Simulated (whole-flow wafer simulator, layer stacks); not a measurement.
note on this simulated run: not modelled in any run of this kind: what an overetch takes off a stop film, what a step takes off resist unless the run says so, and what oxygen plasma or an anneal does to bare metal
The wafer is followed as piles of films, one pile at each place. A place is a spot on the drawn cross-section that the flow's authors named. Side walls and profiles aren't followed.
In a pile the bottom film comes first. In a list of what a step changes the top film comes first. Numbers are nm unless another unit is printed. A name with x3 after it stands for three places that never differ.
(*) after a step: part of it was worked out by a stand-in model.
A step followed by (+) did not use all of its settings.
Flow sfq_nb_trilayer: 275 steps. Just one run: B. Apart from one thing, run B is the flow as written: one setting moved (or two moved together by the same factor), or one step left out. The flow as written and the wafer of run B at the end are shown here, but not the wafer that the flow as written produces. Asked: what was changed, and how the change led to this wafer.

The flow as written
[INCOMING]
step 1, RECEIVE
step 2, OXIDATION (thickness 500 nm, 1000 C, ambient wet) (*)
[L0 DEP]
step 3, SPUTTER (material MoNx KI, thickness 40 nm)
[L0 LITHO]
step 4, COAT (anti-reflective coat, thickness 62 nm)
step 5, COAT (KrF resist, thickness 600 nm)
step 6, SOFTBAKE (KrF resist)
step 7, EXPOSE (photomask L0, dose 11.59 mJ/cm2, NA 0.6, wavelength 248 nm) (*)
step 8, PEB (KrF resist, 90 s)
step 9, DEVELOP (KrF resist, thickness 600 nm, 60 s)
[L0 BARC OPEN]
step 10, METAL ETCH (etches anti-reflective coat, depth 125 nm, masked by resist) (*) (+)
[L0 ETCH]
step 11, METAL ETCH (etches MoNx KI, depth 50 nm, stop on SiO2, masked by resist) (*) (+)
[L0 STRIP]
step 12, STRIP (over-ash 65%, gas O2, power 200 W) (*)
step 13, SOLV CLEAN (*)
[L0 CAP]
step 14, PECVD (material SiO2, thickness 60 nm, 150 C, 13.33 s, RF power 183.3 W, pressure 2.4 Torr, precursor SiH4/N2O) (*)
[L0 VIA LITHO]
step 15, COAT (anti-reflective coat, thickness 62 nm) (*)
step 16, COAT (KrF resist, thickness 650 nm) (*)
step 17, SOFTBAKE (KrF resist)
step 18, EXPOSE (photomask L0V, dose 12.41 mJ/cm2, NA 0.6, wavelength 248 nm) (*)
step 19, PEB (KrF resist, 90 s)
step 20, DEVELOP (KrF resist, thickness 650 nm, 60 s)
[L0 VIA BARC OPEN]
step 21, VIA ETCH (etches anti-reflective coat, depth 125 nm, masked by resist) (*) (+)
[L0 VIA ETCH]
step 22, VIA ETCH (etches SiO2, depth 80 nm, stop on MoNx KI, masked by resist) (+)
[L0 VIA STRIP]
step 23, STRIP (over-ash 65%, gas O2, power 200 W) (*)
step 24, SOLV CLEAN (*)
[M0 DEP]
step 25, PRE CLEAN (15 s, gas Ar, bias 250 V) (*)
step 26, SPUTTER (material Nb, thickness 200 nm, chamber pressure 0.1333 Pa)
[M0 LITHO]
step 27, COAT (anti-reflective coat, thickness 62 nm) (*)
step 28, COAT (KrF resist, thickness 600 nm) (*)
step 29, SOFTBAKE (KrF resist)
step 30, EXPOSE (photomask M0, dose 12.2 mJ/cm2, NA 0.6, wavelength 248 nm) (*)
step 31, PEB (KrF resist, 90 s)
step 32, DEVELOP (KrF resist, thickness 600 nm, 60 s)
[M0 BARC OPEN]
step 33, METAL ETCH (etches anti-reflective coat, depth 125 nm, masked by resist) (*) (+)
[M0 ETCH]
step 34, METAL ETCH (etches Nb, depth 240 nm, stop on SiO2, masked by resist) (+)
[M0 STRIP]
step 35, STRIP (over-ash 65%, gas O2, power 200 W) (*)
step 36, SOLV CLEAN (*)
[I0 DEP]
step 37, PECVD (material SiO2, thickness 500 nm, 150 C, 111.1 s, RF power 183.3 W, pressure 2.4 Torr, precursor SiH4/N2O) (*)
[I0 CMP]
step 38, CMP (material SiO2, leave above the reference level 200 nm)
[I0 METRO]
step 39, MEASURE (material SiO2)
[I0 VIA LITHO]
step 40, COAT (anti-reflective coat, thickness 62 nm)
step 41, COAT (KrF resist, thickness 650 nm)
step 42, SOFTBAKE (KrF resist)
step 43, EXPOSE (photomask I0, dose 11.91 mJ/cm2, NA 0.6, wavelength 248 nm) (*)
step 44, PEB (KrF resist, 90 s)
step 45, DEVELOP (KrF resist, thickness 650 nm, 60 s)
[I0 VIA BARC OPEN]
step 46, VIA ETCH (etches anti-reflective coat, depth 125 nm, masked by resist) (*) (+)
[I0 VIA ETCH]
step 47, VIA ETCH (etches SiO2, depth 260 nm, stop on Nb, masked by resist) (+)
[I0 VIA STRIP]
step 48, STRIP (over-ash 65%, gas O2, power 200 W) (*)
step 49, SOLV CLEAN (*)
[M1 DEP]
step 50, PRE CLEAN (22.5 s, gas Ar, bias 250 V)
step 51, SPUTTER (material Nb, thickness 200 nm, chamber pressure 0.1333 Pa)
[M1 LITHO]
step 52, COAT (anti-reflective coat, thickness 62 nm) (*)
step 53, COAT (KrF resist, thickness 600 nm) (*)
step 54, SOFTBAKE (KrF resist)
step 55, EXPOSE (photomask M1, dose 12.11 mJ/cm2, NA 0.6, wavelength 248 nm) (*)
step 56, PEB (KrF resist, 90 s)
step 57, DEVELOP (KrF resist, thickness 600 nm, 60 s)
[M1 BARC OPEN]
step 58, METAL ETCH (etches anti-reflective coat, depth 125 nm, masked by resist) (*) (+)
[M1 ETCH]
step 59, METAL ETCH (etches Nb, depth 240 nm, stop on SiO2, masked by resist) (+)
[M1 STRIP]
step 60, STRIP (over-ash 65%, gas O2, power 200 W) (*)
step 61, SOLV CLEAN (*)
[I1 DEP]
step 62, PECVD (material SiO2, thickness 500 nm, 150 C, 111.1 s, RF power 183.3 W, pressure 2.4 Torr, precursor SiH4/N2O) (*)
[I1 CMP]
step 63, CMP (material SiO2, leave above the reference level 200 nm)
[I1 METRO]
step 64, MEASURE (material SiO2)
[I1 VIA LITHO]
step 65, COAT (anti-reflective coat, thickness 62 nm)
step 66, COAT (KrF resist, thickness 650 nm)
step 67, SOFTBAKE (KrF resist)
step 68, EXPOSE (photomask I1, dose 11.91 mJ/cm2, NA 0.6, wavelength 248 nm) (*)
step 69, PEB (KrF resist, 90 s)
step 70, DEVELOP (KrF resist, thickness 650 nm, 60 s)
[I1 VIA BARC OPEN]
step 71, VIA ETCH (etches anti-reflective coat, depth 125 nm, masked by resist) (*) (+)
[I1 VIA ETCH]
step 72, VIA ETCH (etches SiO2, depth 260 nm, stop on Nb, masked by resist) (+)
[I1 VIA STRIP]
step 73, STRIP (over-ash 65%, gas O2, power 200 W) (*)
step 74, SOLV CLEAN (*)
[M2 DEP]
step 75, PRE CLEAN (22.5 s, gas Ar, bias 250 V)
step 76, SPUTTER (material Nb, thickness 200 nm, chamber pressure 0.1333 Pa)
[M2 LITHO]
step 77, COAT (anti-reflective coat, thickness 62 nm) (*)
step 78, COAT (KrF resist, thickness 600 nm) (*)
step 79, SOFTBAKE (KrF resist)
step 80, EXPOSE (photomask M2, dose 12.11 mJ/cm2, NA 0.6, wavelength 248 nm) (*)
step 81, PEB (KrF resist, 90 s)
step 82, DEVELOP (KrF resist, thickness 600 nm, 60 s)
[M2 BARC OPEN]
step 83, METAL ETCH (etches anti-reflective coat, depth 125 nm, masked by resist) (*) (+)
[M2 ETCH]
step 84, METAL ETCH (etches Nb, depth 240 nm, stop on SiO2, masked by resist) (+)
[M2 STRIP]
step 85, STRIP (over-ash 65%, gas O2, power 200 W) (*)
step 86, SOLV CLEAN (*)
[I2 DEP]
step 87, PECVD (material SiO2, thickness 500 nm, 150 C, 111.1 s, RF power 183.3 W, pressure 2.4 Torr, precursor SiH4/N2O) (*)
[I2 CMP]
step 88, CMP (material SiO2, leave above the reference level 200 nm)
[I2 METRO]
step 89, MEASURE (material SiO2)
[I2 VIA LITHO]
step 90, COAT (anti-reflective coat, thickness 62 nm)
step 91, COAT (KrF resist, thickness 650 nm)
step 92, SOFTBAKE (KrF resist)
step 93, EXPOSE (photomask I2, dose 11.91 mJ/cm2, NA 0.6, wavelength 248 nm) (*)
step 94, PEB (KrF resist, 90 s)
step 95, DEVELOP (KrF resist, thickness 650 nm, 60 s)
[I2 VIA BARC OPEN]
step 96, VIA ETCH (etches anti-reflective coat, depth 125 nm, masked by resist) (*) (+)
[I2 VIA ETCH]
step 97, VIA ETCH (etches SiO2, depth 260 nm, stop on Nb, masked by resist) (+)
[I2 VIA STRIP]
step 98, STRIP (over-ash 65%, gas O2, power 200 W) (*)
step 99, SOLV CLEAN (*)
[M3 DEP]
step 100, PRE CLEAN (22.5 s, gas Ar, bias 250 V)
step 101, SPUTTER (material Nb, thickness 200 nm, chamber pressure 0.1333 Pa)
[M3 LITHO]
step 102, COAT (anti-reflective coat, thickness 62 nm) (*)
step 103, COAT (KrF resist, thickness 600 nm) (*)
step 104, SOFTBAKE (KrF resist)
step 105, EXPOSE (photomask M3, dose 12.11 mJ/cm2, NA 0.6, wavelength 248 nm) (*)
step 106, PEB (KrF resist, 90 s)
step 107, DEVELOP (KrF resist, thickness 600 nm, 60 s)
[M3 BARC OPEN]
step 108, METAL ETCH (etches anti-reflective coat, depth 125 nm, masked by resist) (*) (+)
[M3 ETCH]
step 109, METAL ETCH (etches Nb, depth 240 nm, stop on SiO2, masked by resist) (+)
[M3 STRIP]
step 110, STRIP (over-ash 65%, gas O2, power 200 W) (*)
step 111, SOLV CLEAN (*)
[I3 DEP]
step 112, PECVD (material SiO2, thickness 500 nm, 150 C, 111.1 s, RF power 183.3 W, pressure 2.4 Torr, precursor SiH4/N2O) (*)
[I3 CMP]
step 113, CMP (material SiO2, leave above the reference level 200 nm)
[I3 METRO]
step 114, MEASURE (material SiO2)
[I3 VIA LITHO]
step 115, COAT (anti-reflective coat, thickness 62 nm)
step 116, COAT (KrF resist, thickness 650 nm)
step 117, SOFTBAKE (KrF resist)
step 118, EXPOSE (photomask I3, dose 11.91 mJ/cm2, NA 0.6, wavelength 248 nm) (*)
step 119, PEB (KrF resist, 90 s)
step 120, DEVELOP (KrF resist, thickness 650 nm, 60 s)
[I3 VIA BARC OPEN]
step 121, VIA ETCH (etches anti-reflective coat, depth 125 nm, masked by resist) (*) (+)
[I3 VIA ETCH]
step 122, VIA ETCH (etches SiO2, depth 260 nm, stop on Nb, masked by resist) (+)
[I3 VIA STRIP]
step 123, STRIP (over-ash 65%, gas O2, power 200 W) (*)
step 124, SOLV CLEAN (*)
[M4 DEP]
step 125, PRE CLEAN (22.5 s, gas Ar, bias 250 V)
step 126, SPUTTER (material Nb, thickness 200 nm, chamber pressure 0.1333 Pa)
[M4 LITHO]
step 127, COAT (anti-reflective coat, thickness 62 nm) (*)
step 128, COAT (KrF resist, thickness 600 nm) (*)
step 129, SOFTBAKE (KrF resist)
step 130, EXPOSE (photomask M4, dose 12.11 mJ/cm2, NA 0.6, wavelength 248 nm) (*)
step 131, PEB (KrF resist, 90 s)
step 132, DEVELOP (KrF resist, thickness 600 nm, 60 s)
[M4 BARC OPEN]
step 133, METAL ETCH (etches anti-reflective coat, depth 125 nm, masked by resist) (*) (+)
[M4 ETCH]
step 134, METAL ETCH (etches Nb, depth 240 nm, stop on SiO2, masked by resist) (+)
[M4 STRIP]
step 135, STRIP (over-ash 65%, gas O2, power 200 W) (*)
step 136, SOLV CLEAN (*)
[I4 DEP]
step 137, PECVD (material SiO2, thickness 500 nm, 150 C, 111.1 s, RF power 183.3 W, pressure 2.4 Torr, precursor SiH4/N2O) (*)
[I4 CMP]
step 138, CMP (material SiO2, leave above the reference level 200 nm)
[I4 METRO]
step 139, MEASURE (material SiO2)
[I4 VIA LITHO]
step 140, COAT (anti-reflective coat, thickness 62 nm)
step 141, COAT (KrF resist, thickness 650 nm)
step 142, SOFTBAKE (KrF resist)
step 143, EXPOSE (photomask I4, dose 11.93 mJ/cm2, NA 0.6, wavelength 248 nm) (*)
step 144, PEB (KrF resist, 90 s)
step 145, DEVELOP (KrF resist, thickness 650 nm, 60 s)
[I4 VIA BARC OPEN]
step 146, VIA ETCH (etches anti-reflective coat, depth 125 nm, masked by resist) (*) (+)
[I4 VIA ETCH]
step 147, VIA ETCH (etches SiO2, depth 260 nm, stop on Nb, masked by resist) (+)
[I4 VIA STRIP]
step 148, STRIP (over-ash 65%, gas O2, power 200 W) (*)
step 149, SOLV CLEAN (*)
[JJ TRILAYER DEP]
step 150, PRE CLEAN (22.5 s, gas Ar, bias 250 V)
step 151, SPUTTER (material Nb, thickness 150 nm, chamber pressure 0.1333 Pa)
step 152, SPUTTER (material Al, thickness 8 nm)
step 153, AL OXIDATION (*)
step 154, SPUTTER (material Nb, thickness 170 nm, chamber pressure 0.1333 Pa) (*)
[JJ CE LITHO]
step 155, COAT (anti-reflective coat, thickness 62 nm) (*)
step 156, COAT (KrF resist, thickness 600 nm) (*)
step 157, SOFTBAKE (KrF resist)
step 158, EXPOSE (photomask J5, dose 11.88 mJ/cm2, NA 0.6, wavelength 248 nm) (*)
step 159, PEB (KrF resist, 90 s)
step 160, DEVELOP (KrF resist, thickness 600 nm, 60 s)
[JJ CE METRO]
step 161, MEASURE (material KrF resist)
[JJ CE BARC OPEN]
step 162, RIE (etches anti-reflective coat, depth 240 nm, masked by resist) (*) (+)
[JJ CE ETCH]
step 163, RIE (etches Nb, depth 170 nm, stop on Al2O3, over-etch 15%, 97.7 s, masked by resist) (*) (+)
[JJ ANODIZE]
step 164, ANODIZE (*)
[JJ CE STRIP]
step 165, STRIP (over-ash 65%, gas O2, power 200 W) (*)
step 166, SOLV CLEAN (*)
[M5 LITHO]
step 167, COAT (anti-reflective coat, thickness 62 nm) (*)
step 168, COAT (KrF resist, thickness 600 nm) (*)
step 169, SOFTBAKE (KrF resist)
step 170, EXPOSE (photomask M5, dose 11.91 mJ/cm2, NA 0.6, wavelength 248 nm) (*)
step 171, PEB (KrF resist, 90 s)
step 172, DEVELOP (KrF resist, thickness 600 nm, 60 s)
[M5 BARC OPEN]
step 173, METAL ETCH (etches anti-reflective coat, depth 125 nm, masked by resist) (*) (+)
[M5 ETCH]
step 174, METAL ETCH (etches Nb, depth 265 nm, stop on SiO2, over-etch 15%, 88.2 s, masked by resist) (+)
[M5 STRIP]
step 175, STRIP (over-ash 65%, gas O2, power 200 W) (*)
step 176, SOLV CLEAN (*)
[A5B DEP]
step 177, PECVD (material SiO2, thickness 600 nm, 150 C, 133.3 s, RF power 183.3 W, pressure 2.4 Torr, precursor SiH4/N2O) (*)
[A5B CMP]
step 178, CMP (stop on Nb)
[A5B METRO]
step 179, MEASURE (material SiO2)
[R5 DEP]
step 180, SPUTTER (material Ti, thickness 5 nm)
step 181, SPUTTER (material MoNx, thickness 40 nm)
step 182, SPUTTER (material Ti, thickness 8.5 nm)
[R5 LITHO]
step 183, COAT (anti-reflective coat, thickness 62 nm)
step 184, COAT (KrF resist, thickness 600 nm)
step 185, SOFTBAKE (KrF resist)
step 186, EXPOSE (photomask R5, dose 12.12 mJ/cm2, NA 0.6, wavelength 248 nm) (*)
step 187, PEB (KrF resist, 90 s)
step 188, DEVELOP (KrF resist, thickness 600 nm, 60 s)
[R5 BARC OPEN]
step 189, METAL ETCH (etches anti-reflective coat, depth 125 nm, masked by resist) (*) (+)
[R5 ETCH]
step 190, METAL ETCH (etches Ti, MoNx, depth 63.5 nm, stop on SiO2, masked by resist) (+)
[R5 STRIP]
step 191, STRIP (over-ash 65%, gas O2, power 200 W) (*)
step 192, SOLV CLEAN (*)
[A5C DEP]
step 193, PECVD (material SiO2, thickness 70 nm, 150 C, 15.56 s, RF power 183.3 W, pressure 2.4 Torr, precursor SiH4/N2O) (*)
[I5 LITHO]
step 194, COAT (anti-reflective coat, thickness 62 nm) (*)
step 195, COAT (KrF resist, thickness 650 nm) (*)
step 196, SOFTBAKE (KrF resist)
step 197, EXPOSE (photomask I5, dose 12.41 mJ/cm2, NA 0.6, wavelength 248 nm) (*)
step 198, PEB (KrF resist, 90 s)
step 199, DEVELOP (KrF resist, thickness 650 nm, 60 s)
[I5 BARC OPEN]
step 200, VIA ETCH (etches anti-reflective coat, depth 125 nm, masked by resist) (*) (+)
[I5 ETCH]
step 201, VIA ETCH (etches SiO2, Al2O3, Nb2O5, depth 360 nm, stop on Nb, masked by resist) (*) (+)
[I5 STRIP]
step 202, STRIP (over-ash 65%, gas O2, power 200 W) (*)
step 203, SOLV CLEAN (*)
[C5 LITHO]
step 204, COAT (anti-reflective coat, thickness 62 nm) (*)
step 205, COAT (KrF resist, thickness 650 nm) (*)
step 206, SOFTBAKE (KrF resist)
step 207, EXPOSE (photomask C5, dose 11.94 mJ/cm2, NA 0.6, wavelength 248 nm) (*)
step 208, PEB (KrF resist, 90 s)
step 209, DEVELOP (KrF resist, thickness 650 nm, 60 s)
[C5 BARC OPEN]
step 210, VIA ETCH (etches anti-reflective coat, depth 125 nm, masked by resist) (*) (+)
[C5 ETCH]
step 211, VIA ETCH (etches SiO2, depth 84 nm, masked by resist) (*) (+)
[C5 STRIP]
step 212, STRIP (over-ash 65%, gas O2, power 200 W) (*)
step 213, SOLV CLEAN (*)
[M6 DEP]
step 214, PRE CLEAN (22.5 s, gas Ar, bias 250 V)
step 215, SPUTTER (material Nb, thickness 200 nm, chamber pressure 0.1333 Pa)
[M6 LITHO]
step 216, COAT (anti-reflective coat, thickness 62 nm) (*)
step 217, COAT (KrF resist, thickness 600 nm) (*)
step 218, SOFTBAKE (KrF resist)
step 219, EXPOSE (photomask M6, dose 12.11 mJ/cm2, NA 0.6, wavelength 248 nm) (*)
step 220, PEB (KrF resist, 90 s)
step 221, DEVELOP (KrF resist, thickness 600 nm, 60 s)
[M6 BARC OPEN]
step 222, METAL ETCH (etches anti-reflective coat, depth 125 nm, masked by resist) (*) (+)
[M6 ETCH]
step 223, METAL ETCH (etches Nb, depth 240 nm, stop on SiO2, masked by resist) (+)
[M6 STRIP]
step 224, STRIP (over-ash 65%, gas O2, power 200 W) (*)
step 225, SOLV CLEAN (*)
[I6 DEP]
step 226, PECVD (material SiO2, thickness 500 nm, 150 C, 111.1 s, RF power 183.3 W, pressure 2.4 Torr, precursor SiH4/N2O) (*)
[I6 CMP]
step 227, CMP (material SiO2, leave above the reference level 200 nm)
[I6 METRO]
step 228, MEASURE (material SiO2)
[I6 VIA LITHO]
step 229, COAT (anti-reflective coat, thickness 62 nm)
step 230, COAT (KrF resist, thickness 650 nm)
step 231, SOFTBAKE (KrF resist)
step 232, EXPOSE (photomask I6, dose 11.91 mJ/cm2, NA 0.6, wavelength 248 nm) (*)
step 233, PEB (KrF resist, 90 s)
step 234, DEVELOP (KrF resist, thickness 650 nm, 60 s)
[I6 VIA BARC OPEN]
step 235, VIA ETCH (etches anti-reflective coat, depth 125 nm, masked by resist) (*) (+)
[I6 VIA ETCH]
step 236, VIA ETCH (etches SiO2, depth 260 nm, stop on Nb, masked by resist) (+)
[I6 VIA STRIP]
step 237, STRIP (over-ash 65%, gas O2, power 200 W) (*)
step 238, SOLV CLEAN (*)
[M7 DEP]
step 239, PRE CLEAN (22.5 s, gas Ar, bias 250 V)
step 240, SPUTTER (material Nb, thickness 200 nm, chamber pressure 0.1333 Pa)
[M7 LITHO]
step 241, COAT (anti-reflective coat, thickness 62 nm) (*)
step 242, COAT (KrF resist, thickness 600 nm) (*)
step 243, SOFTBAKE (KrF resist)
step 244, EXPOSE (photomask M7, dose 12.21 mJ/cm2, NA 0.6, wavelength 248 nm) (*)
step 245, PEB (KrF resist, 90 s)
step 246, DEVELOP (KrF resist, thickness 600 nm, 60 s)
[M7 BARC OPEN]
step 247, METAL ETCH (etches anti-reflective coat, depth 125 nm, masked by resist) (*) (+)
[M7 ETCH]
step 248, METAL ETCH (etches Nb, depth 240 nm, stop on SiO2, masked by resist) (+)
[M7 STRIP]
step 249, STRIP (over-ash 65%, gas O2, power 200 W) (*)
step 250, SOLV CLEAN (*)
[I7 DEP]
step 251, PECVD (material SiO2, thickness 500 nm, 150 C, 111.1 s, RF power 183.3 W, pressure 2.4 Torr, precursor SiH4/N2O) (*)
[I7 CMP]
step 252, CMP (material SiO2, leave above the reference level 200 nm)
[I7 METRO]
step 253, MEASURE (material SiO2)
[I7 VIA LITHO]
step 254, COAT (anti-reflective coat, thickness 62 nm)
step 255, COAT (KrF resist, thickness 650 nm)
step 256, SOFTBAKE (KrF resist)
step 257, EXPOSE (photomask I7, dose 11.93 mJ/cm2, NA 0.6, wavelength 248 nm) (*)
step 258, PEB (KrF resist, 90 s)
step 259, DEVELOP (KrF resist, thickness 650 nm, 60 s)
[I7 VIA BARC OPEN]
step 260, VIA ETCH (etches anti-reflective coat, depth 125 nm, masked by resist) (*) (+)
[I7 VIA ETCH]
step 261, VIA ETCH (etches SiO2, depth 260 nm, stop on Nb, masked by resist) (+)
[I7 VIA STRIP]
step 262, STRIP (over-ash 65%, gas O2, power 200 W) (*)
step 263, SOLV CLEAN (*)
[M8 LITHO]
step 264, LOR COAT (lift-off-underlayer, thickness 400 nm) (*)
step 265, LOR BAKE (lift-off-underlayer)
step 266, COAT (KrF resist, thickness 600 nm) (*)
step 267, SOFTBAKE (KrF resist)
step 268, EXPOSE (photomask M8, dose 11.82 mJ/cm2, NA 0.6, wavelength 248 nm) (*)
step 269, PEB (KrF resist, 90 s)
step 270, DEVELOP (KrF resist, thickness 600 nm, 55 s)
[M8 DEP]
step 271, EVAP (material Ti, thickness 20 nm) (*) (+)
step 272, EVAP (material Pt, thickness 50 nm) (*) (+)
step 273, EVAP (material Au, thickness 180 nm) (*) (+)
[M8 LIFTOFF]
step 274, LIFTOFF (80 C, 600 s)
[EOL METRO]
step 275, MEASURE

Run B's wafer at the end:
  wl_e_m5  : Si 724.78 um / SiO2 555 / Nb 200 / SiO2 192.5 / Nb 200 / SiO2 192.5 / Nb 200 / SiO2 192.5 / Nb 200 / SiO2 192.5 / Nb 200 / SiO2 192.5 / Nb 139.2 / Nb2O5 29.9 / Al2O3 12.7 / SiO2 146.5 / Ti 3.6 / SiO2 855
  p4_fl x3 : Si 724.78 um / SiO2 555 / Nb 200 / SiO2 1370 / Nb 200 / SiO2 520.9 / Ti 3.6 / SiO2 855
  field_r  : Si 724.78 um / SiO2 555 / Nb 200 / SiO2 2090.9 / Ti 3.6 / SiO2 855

What caused this: step 181, SPUTTER: thickness 53.6 nm was run, while the flow as written has thickness 40 nm.

How this came from the change, step by step:
  step 181, SPUTTER (material MoNx, thickness 40 nm)
      field_l, v_sur, via_wl and 103 more: +53.6 MoNx (new film) (in the flow as written it would be: +40 MoNx (new film))
  step 190, METAL ETCH (etches Ti, MoNx, depth 63.5 nm, stop on SiO2, masked by resist) (+)
      field_l, v_sur, via_wl and 92 more: -8.5 Ti (all of it), -53.6 MoNx (all of it), -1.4 Ti (in the flow as written it would be: -8.5 Ti (all of it), -40 MoNx (all of it), -5 Ti (all of it))
      ce_l, c5j, ce_r, wl_jj: -8.5 Ti (all of it), -53.6 MoNx (all of it), -1.4 Ti (in the flow as written it would be: -8.5 Ti (all of it), -40 MoNx (all of it), -5 Ti (all of it), -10 Nb)
  step 193, PECVD (material SiO2, thickness 70 nm, 150 C, 15.56 s, RF power 183.3 W, pressure 2.4 Torr, precursor SiH4/N2O) (*)
      field_l, v_sur, via_wl and 92 more: +70 SiO2 (new film) (in the flow as written it would be: +70 SiO2)
  step 194, COAT (anti-reflective coat, thickness 62 nm) (*)
      wl_j_sl, wl_j_sr: +62 anti-reflective coat (new film) (in the flow as written it would be: +60.2 anti-reflective coat (new film))
      r5r_spacepad_l, r5r_spacepad_r: +88.7 anti-reflective coat (new film) (in the flow as written it would be: +84.4 anti-reflective coat (new film))
      (also at 12 further places)
  step 201, VIA ETCH (etches SiO2, Al2O3, Nb2O5, depth 360 nm, stop on Nb, masked by resist) (*) (+)
      be: -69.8 SiO2 (all of it), -3.6 Ti (all of it), -146.5 SiO2 (all of it), -12.7 Al2O3 (all of it), -29.9 Nb2O5 (all of it) (in the flow as written it would be: -216.4 SiO2 (all of it), -12.7 Al2O3 (all of it), -29.9 Nb2O5 (all of it))
  step 202, STRIP (over-ash 65%, gas O2, power 200 W) (*)
      wl_j_sl, wl_j_sr: -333 KrF resist (all of it), -62 anti-reflective coat (all of it) (in the flow as written it would be: -333.3 KrF resist (all of it), -60.2 anti-reflective coat (all of it))
      r5r_spacepad_l, r5r_spacepad_r: -336 KrF resist (all of it), -88.7 anti-reflective coat (all of it) (in the flow as written it would be: -335.6 KrF resist (all of it), -84.4 anti-reflective coat (all of it))
      (also at 12 further places)
  step 204, COAT (anti-reflective coat, thickness 62 nm) (*)
      wl_j_sl, wl_j_sr: +62 anti-reflective coat (new film) (in the flow as written it would be: +60.2 anti-reflective coat (new film))
      r5r_spacepad_l, r5r_spacepad_r: +88.7 anti-reflective coat (new film) (in the flow as written it would be: +84.4 anti-reflective coat (new film))
      (also at 12 further places)
  step 210, VIA ETCH (etches anti-reflective coat, depth 125 nm, masked by resist) (*) (+)
      c5j: -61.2 anti-reflective coat (all of it), -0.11 SiO2 (in the flow as written it would be: -63.9 anti-reflective coat (all of it), -0.11 SiO2)
  step 211, VIA ETCH (etches SiO2, depth 84 nm, masked by resist) (*) (+)
      c5j: -69.9 SiO2 (all of it) (in the flow as written it would be: -69.9 SiO2 (all of it), -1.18 Nb)
  step 212, STRIP (over-ash 65%, gas O2, power 200 W) (*)
      wl_j_sl, wl_j_sr: -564 KrF resist (all of it), -62 anti-reflective coat (all of it) (in the flow as written it would be: -563.4 KrF resist (all of it), -60.2 anti-reflective coat (all of it))
      r5r_spacepad_l, r5r_spacepad_r: -566.9 KrF resist (all of it), -88.7 anti-reflective coat (all of it) (in the flow as written it would be: -565.8 KrF resist (all of it), -84.4 anti-reflective coat (all of it))
      (also at 11 further places)
  step 214, PRE CLEAN (22.5 s, gas Ar, bias 250 V)
      c5j: -3.6 Ti (all of it), -1.1 Nb (in the flow as written it would be: -6.45 Nb)
  step 216, COAT (anti-reflective coat, thickness 62 nm) (*)
      r5r_line_l, r5r_line_c, r5r_line_r: +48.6 anti-reflective coat (new film) (in the flow as written it would be: +50 anti-reflective coat (new film))
      wl_j_sl, wl_j_sr: +62 anti-reflective coat (new film) (in the flow as written it would be: +60.2 anti-reflective coat (new film))
      (also at 12 further places)
  step 222, METAL ETCH (etches anti-reflective coat, depth 125 nm, masked by resist) (*) (+)
      r5r_line_l, r5r_line_c, r5r_line_r: -48.6 anti-reflective coat (all of it) (in the flow as written it would be: -50 anti-reflective coat (all of it))
      r5r_spacepad_l, r5r_spacepad_r: -90.7 anti-reflective coat (all of it) (in the flow as written it would be: -85.7 anti-reflective coat (all of it))
      (also at 1 further place)
  step 224, STRIP (over-ash 65%, gas O2, power 200 W) (*)
      wl_j_sl, wl_j_sr: -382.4 KrF resist (all of it), -62 anti-reflective coat (all of it) (in the flow as written it would be: -382.5 KrF resist (all of it), -60.2 anti-reflective coat (all of it))
      jj_sur: -378.8 KrF resist (all of it), -58.6 anti-reflective coat (all of it) (in the flow as written it would be: -378.5 KrF resist (all of it), -56.1 anti-reflective coat (all of it))
      (also at 8 further places)
  step 227, CMP (material SiO2, leave above the reference level 200 nm)
      r5r_line_l, r5r_spacepad_l, r5r_spacepad_r, r5r_line_c, r5r_line_r: -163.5 SiO2 (in the flow as written it would be: -153.5 SiO2)
      ce_l, ce_r, wl_jj: -300 SiO2 (in the flow as written it would be: -290 SiO2)
      (also at 5 further places)
If metal films that touch count as one body, wl_e_m5 has 7 bodies (between them, from the top down: SiO2 146.5 / Al2O3 12.7 / Nb2O5 29.9; SiO2 192.5; SiO2 192.5; SiO2 192.5; SiO2 192.5; SiO2 192.5); the flow as written gives 6 bodies (between them, from the top down: SiO2 192.5; SiO2 192.5; SiO2 192.5; SiO2 192.5; SiO2 192.5).
If metal films that touch count as one body, p4_fl x3 has 3 bodies (between them, from the top down: SiO2 520.9; SiO2 1370); the flow as written gives 2 bodies (between them, from the top down: SiO2 1370).
If metal films that touch count as one body, field_r has 2 bodies (between them, from the top down: SiO2 2090.9); the flow as written gives 1 body.
